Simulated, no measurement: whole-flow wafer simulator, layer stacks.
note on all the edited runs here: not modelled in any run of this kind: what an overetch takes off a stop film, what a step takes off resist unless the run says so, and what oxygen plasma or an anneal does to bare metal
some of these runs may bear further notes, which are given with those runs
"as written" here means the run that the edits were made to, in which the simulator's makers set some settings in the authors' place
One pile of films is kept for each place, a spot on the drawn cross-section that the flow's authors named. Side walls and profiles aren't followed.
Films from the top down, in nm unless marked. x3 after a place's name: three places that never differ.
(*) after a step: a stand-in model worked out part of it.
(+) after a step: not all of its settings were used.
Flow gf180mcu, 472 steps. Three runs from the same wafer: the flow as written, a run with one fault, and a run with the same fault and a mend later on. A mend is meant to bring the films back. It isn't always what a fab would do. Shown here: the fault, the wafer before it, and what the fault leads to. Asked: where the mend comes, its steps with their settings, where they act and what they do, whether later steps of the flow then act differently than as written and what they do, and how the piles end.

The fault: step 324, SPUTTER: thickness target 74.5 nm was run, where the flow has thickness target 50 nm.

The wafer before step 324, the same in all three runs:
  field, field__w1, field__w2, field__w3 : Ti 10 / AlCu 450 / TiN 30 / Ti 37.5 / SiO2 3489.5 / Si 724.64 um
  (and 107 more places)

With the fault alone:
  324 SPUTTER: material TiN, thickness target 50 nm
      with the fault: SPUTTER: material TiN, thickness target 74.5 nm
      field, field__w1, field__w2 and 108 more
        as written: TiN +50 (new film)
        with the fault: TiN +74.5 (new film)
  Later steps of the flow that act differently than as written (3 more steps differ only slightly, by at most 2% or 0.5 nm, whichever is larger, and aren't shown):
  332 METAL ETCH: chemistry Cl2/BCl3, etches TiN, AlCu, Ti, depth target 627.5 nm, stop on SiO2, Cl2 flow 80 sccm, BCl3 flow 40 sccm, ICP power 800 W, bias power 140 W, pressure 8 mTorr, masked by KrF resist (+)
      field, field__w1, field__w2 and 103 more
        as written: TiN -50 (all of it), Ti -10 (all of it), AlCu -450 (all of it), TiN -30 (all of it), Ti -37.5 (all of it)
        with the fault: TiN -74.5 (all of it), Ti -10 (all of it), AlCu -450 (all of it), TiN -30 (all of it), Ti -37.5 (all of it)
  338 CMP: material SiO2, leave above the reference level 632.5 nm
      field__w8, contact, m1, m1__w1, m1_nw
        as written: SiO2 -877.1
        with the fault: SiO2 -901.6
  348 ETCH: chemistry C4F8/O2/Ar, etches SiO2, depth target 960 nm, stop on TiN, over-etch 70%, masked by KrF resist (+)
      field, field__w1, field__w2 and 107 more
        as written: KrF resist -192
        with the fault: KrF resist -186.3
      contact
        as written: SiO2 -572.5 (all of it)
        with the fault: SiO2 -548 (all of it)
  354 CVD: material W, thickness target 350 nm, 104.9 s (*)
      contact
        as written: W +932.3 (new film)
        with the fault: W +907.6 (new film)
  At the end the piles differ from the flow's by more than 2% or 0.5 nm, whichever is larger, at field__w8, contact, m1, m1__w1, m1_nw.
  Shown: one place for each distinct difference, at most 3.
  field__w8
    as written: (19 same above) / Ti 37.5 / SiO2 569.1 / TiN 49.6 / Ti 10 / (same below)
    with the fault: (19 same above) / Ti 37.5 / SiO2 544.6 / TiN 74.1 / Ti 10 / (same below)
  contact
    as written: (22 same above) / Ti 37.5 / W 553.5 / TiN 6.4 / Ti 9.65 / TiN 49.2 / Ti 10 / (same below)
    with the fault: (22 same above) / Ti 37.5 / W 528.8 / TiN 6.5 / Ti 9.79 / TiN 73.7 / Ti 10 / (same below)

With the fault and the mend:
  The mend comes after step 324.
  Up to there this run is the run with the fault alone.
  324a METAL ETCH: chemistry Cl2/BCl3, etches TiN, AlCu, Ti, depth target 24.5 nm, Cl2 flow 80 sccm, BCl3 flow 40 sccm, ICP power 800 W, bias power 140 W, pressure 8 mTorr (the flow's step 260 once more, with other settings)
      field, field__w1, field__w2 and 108 more
        TiN -24.5
  No later step of the flow acts differently than as written at any place that is followed.
  At the end the piles are the same as the flow's at every place that both follow.
